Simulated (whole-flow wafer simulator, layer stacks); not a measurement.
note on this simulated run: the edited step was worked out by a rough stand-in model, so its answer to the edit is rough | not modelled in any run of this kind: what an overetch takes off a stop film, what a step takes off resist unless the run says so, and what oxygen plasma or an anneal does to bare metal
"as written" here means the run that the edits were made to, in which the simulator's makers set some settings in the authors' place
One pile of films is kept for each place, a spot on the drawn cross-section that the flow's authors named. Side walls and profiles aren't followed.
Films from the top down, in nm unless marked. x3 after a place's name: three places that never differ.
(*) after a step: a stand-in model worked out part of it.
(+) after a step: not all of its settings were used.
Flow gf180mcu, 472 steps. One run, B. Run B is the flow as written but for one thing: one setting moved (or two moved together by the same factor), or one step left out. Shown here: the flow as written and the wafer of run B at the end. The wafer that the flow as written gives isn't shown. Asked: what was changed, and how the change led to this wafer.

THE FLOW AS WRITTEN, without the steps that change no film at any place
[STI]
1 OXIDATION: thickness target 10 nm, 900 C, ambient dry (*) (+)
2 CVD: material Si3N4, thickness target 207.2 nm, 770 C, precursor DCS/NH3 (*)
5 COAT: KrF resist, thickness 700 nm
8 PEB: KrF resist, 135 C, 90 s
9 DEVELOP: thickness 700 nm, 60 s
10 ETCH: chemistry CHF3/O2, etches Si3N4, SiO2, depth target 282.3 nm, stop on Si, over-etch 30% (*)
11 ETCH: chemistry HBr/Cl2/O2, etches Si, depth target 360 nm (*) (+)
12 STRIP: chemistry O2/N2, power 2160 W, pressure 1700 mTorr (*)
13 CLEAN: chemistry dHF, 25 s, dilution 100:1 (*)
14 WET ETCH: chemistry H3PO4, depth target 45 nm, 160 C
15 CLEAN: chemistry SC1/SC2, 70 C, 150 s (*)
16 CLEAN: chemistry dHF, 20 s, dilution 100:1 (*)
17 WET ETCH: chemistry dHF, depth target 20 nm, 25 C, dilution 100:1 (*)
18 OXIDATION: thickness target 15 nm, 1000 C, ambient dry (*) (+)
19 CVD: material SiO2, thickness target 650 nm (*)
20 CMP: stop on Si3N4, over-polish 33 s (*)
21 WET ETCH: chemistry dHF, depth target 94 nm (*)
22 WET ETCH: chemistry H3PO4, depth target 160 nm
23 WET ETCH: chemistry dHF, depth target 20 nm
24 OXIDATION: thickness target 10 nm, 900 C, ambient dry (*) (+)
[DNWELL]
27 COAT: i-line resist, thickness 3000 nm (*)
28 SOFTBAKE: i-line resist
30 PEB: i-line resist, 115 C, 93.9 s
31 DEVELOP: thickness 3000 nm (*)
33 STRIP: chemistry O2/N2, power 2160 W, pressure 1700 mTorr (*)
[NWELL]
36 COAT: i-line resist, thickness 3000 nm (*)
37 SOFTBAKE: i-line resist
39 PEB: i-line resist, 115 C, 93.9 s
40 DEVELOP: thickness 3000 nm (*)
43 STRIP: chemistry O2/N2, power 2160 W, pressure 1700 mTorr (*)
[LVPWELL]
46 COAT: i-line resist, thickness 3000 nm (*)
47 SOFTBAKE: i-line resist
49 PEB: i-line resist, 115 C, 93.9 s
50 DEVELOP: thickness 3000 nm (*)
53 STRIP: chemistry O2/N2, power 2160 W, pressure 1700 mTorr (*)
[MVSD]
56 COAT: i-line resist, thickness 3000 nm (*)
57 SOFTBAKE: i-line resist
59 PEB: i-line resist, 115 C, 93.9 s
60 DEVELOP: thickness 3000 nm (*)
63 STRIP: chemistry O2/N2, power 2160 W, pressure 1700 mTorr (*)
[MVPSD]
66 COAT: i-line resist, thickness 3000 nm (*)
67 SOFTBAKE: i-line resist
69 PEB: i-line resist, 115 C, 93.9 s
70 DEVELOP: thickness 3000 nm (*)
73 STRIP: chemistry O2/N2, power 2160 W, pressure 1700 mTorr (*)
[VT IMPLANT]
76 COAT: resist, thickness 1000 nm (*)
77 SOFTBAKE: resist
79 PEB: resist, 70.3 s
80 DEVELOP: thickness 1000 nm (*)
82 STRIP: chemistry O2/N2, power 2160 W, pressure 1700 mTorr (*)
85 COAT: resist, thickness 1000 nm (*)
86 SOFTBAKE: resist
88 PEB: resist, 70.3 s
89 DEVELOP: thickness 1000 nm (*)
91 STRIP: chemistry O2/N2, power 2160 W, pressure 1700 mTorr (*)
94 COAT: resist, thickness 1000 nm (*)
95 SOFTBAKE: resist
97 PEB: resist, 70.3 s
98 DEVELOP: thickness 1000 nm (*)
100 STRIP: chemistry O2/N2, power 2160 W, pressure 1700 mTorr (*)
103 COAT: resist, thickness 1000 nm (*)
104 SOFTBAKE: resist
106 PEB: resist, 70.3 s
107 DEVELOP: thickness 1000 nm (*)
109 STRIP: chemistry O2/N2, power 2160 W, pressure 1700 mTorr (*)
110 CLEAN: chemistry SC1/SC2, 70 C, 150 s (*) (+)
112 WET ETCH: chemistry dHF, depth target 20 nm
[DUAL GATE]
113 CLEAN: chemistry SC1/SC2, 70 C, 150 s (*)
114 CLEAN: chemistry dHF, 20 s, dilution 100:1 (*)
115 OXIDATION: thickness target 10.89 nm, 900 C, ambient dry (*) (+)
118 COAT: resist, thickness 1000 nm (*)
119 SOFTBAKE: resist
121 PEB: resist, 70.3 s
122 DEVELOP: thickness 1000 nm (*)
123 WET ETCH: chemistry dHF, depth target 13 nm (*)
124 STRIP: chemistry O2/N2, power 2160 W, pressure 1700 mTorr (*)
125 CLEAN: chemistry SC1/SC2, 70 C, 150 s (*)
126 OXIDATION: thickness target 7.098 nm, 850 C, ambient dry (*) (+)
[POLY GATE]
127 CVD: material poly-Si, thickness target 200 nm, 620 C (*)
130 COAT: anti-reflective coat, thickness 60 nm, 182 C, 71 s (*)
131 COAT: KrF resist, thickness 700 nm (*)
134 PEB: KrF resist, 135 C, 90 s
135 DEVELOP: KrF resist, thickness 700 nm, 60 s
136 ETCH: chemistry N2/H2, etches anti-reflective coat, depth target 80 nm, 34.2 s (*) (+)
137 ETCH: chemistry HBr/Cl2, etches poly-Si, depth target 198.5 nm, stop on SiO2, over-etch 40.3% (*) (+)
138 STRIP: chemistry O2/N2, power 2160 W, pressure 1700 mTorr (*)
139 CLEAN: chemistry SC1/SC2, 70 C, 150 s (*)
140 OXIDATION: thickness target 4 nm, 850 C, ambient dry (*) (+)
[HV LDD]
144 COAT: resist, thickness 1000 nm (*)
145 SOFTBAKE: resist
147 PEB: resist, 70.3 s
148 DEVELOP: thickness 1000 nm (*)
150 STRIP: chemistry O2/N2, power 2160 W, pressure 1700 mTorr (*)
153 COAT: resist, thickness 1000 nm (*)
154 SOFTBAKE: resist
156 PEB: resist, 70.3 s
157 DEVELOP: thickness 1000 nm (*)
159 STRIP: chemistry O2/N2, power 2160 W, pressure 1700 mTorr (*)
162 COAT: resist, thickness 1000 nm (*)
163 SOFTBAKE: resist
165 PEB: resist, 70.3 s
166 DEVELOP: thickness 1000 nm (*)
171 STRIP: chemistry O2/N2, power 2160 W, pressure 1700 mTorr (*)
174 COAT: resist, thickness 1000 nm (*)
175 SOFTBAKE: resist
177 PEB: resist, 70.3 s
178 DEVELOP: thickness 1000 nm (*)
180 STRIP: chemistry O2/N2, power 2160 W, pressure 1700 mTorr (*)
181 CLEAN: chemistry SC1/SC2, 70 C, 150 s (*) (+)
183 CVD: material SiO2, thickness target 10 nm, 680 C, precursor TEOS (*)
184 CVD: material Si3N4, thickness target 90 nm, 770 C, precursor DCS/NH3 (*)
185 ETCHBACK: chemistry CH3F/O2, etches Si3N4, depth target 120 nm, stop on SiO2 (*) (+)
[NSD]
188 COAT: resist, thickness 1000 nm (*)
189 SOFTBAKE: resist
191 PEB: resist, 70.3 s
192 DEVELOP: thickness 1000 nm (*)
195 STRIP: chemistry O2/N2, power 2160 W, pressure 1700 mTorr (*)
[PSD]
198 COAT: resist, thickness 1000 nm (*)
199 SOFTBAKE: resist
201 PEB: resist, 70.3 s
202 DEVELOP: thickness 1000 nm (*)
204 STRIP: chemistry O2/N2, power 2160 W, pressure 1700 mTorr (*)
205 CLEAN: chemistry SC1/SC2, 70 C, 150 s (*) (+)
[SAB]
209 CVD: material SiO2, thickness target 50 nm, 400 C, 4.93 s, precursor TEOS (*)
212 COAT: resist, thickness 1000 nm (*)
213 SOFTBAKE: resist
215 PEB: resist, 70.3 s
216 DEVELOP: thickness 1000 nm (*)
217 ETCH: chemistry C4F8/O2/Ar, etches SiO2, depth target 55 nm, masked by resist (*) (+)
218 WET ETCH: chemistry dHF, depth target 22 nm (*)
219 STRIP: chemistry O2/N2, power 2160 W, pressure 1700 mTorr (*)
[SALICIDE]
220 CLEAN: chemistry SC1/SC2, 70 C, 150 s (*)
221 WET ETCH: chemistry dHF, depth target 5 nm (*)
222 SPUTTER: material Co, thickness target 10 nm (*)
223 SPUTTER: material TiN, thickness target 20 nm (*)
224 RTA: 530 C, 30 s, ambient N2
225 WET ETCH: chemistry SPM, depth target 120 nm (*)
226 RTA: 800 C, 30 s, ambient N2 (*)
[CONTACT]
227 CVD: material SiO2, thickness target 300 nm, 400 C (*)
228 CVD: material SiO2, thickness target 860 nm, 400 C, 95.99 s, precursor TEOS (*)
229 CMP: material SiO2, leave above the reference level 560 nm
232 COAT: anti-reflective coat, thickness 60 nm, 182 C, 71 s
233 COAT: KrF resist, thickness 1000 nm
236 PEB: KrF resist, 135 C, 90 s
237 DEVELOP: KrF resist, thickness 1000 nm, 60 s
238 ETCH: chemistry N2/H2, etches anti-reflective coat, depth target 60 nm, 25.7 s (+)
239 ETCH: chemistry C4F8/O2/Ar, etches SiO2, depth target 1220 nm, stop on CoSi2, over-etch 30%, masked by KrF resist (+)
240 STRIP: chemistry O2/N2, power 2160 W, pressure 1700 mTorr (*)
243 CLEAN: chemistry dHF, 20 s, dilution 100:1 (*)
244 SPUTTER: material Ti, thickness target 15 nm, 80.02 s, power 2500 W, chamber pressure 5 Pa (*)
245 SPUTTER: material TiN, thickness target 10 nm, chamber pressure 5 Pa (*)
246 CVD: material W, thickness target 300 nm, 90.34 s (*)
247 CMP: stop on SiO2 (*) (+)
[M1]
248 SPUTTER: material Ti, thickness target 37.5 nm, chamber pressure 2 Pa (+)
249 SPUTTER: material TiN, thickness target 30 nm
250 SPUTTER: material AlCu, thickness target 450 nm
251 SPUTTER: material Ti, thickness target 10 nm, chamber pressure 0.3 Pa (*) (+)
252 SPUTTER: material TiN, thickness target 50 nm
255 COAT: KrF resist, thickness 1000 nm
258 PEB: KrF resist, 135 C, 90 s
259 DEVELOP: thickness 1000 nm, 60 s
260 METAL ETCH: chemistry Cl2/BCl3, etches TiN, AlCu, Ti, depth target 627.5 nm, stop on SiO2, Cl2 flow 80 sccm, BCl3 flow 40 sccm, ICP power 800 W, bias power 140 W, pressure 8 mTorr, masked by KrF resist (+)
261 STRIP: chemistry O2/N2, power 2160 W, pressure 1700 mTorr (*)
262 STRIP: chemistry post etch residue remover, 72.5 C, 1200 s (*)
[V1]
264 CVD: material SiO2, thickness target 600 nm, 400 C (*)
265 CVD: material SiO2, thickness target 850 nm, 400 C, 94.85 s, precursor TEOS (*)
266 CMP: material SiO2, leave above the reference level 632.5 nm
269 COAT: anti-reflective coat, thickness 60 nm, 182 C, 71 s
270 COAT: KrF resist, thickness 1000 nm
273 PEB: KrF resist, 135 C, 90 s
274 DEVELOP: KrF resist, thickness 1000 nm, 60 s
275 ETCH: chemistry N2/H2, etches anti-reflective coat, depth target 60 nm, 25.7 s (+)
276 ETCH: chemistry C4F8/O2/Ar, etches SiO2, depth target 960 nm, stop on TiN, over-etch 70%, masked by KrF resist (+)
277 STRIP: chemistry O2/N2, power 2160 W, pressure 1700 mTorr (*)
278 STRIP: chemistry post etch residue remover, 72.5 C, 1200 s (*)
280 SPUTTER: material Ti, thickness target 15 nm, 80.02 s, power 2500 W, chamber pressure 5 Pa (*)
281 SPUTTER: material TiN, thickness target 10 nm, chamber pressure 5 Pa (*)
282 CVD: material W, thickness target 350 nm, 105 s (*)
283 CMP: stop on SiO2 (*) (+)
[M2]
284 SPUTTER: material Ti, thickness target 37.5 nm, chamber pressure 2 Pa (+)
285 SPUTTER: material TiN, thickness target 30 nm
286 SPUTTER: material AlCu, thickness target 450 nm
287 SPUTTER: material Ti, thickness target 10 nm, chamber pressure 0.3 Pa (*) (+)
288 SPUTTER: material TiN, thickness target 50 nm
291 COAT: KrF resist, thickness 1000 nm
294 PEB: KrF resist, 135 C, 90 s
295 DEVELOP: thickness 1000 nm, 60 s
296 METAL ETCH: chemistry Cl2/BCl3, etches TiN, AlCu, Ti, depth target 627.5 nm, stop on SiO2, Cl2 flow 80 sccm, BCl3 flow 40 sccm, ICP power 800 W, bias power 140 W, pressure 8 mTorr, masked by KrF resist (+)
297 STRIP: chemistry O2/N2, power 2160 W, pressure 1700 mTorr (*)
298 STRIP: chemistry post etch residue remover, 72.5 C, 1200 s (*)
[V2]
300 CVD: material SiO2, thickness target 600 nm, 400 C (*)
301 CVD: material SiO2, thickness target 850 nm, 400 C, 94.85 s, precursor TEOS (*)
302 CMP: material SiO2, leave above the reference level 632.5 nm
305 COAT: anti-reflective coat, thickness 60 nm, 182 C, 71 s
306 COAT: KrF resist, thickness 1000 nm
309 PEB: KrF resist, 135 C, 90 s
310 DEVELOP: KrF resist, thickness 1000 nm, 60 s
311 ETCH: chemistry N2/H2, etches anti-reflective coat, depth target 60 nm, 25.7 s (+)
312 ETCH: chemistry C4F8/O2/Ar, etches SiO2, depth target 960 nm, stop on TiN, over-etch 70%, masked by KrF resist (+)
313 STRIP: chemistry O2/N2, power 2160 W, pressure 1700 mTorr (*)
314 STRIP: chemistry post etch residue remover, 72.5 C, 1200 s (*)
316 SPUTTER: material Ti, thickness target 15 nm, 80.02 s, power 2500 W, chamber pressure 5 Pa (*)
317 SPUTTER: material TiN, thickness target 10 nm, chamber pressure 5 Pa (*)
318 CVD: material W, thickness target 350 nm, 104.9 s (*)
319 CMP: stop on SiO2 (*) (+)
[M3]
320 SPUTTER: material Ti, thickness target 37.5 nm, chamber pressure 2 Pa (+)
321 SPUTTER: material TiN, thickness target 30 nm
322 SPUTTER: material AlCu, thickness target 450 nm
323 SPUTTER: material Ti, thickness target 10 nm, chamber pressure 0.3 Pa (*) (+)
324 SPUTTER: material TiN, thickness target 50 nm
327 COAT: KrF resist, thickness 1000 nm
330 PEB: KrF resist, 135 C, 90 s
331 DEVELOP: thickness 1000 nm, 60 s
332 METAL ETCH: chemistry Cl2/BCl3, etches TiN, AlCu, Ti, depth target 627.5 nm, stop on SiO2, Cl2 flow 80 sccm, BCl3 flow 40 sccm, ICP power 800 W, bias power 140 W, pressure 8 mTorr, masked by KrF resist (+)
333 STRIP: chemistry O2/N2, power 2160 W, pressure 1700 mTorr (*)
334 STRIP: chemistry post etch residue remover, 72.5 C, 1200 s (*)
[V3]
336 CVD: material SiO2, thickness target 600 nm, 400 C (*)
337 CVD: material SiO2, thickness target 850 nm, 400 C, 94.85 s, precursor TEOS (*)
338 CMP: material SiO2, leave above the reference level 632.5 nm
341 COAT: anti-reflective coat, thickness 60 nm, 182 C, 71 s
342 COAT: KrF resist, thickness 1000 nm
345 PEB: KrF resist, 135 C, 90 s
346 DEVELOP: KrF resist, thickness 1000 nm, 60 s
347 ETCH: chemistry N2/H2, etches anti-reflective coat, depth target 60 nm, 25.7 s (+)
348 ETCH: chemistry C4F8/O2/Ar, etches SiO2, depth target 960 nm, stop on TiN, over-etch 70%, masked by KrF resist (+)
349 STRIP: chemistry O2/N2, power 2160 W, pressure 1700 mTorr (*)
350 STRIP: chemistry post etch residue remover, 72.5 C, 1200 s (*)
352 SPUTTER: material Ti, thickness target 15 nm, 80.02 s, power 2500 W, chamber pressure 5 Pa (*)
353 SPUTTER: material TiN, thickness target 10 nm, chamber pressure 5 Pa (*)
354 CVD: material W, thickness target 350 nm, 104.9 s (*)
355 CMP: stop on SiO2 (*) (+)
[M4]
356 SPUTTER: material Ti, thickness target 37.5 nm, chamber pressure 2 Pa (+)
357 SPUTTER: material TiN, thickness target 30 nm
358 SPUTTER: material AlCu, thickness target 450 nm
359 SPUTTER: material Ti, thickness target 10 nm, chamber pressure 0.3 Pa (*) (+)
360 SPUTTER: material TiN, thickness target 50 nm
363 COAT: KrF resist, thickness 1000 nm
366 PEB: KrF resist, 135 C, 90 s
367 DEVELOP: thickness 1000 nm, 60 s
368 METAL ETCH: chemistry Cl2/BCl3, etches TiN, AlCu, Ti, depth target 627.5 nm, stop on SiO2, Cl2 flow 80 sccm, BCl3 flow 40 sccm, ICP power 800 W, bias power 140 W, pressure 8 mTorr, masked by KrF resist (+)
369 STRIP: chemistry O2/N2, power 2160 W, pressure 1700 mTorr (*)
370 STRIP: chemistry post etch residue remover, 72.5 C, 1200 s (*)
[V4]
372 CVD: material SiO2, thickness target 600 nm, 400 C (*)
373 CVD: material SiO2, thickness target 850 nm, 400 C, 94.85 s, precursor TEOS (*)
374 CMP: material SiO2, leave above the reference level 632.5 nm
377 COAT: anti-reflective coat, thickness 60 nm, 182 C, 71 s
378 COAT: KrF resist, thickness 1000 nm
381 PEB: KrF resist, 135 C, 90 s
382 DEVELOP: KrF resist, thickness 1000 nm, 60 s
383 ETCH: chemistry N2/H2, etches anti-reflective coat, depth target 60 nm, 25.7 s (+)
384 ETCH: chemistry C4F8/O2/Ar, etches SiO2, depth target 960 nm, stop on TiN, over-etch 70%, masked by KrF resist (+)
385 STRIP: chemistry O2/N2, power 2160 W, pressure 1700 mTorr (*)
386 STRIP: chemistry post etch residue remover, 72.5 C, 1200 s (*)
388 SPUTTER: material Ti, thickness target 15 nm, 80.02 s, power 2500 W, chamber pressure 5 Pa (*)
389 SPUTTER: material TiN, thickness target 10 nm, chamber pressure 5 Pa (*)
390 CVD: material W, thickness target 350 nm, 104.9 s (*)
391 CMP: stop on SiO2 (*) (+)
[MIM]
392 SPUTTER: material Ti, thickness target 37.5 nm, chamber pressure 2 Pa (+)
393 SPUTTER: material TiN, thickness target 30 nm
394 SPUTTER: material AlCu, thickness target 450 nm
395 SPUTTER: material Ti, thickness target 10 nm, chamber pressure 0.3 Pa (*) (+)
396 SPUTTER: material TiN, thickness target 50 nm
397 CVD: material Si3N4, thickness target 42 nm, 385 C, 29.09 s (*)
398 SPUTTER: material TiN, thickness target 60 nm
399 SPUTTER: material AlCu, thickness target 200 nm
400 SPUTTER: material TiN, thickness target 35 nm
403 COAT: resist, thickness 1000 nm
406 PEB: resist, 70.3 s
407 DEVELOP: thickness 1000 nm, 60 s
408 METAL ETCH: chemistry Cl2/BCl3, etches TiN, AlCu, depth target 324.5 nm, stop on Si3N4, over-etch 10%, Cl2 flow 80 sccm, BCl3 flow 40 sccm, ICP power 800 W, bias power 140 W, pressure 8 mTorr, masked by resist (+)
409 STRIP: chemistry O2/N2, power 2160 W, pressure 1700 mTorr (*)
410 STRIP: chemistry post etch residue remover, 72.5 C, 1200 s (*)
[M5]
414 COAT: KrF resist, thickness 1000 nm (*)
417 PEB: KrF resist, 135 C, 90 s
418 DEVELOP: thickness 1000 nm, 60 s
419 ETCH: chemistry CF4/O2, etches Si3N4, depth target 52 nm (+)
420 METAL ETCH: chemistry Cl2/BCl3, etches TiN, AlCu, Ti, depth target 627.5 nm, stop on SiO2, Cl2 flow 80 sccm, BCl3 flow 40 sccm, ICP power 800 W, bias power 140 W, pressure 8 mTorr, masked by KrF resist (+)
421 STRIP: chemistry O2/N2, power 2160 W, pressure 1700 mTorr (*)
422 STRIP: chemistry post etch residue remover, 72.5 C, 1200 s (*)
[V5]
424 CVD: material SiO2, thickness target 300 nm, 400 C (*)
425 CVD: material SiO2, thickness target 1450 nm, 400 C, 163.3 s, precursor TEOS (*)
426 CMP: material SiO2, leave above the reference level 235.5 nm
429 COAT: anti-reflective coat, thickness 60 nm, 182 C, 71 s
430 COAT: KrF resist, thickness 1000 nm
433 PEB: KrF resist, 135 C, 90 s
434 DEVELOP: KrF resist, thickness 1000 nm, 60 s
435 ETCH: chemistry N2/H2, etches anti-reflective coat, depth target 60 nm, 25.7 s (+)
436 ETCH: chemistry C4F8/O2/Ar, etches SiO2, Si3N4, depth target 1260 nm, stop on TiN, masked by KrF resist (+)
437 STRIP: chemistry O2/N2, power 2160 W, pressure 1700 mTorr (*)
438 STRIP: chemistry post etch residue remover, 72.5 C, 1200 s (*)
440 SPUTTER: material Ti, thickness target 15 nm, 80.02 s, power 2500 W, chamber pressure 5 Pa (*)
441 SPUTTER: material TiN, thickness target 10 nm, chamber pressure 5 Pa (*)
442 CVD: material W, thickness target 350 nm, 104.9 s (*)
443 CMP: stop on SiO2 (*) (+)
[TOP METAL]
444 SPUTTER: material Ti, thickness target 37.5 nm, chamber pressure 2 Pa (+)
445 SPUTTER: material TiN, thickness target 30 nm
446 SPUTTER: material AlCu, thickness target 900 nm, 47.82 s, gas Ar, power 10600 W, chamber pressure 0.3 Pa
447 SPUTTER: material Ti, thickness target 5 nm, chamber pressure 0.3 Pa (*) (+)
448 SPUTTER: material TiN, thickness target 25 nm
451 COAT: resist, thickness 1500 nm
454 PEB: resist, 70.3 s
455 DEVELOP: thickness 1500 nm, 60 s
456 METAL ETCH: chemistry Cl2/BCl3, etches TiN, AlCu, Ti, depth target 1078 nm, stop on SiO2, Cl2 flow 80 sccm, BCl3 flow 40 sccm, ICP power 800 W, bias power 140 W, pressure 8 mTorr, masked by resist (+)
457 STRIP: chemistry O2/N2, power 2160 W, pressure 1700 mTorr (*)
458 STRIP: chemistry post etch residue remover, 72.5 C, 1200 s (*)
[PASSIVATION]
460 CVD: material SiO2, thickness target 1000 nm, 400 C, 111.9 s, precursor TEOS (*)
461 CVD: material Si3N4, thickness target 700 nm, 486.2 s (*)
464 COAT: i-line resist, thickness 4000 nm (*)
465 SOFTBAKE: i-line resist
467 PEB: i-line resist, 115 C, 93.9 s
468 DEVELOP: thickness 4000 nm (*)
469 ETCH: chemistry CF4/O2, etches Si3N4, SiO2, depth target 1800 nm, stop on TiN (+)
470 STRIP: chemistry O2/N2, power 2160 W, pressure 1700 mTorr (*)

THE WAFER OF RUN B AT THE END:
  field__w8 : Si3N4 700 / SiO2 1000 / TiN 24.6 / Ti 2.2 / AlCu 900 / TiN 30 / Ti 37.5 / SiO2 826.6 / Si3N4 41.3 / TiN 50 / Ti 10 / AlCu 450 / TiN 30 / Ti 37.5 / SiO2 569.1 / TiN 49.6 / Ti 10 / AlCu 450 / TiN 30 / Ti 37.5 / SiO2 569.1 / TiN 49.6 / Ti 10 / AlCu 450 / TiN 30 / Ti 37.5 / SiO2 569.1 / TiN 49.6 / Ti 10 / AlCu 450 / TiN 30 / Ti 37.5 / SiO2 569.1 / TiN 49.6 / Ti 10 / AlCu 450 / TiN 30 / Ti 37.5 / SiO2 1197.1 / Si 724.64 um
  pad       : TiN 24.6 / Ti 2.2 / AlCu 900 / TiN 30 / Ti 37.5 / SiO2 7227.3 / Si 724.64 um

The cause: step 447, SPUTTER: thickness target 2.2 nm was run, where the flow has thickness target 5 nm.
It can be read off the wafer: field__w8 has Ti 2.2, and step 447 as written asks for 5 nm.

How the change led to this, step by step:
  447 SPUTTER: material Ti, thickness target 5 nm, chamber pressure 0.3 Pa (*) (+)
      field, field__w1, field__w2 and 109 more: Ti +2.2 (new film) (as written it would be: Ti +5 (new film))
  456 METAL ETCH: chemistry Cl2/BCl3, etches TiN, AlCu, Ti, depth target 1078 nm, stop on SiO2, Cl2 flow 80 sccm, BCl3 flow 40 sccm, ICP power 800 W, bias power 140 W, pressure 8 mTorr, masked by resist (+)
      field, field__w1, field__w2 and 103 more: TiN -25 (all of it), Ti -2.2 (all of it), AlCu -900 (all of it), TiN -30 (all of it), Ti -37.5 (all of it) (as written it would be: TiN -25 (all of it), Ti -5 (all of it), AlCu -900 (all of it), TiN -30 (all of it), Ti -37.5 (all of it))
